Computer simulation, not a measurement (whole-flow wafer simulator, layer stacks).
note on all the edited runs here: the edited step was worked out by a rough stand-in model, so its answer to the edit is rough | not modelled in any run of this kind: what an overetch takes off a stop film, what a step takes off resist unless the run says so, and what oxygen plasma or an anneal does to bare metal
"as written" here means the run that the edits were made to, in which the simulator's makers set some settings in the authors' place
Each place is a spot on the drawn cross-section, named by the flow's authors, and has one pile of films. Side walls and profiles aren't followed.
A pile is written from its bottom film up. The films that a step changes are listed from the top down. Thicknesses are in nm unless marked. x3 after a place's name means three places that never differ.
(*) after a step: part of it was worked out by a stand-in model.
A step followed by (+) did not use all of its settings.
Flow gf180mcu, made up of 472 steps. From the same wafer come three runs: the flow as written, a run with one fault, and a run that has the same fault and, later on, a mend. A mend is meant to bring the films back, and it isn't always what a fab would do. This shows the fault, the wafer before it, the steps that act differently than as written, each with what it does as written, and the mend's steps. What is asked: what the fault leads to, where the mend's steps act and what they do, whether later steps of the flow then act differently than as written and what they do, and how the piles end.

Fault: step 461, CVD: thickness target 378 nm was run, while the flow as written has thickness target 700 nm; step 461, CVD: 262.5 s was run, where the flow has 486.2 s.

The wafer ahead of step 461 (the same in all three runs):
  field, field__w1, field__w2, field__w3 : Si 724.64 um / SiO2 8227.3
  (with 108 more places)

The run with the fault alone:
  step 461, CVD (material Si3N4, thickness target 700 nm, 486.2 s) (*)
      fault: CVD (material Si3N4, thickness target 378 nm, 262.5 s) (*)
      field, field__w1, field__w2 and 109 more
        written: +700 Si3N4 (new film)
        fault: +378.1 Si3N4 (new film)
  Steps later in the flow that act otherwise than as written (4 other steps are not shown; they differ only slightly, by no more than 2% or 0.5 nm, whichever is larger):
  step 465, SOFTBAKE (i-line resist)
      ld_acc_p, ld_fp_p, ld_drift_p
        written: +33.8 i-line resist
        fault: +32.1 i-line resist
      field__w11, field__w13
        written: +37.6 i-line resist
        fault: +35.9 i-line resist
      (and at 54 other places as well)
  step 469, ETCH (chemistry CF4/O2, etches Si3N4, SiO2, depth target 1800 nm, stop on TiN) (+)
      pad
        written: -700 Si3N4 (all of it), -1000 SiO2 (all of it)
        fault: -378.1 Si3N4 (all of it), -1000 SiO2 (all of it)
  At field, field__w1, field__w2 and 108 more, the piles at the end differ from the flow's by more than 2% or 0.5 nm, whichever is larger.
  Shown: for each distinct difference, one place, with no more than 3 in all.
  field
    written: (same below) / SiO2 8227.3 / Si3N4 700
    fault: (same below) / SiO2 8227.3 / Si3N4 378.1
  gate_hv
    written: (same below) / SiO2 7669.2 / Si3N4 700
    fault: (same below) / SiO2 7669.2 / Si3N4 378.1
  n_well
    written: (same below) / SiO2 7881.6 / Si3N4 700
    fault: (same below) / SiO2 7881.6 / Si3N4 378.1

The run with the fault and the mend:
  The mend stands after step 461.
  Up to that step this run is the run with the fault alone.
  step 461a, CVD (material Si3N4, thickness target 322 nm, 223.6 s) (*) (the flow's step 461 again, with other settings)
      field, field__w1, field__w2 and 109 more
        +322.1 Si3N4
  Every later step of the flow that is run acts as written, at every place that is followed, to within 2% or 0.5 nm, whichever is larger.
  The piles end only slightly different from the flow's at the places that both follow, by no more than 2% or 0.5 nm, whichever is larger.
